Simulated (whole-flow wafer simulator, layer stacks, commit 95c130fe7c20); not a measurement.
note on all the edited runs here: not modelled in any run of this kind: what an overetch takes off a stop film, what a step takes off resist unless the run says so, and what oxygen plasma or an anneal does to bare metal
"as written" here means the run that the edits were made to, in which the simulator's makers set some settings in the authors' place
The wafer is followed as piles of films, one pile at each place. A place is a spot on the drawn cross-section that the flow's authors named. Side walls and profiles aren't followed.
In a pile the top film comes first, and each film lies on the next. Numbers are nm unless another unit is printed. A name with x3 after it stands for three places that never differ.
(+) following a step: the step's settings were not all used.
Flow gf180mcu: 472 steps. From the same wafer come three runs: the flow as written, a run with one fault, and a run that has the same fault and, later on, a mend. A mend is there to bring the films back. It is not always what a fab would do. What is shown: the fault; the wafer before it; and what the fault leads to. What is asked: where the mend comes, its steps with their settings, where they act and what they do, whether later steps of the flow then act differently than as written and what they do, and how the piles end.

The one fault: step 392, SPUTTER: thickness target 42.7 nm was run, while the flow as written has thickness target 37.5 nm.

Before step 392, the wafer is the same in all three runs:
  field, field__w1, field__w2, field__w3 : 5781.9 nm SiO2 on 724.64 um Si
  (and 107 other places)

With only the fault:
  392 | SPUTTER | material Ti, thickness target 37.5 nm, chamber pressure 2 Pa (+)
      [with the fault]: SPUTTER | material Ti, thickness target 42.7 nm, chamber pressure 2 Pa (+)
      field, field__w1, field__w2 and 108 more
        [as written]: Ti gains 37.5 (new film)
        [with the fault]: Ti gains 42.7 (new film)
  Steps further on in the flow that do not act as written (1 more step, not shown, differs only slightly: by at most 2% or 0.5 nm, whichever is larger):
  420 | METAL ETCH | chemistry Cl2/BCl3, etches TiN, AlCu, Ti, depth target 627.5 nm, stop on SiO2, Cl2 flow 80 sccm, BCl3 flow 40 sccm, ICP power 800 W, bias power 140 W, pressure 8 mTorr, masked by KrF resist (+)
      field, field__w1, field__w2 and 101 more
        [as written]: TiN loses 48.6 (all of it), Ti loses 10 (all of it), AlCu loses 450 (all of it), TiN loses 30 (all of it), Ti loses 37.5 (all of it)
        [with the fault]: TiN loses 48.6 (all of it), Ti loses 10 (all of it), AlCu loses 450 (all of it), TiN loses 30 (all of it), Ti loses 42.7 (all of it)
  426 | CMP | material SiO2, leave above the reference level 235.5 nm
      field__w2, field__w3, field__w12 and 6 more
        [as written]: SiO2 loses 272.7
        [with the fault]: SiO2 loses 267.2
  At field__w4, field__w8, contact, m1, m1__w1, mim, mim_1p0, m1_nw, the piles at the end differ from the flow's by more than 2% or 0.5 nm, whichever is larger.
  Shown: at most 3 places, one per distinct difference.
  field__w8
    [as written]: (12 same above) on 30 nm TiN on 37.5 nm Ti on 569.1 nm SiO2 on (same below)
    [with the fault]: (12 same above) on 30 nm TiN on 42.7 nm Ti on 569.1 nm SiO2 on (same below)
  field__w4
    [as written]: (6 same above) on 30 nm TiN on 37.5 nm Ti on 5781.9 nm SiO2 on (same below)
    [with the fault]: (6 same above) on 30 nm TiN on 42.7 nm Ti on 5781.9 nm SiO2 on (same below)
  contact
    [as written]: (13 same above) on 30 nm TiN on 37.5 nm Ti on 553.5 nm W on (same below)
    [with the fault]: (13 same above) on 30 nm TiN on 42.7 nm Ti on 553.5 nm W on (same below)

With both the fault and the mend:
  The mend follows step 392.
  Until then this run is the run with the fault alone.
  392a | METAL ETCH | chemistry Cl2/BCl3, etches TiN, AlCu, Ti, depth target 5.2 nm, Cl2 flow 80 sccm, BCl3 flow 40 sccm, ICP power 800 W, bias power 140 W, pressure 8 mTorr (the flow's step 260 again, with other settings)
      field, field__w1, field__w2 and 108 more
        Ti loses 5.2
  Every later step of the flow that is run acts as written at every place that is followed.
  At every place that both follow, the piles at the end match the flow's.
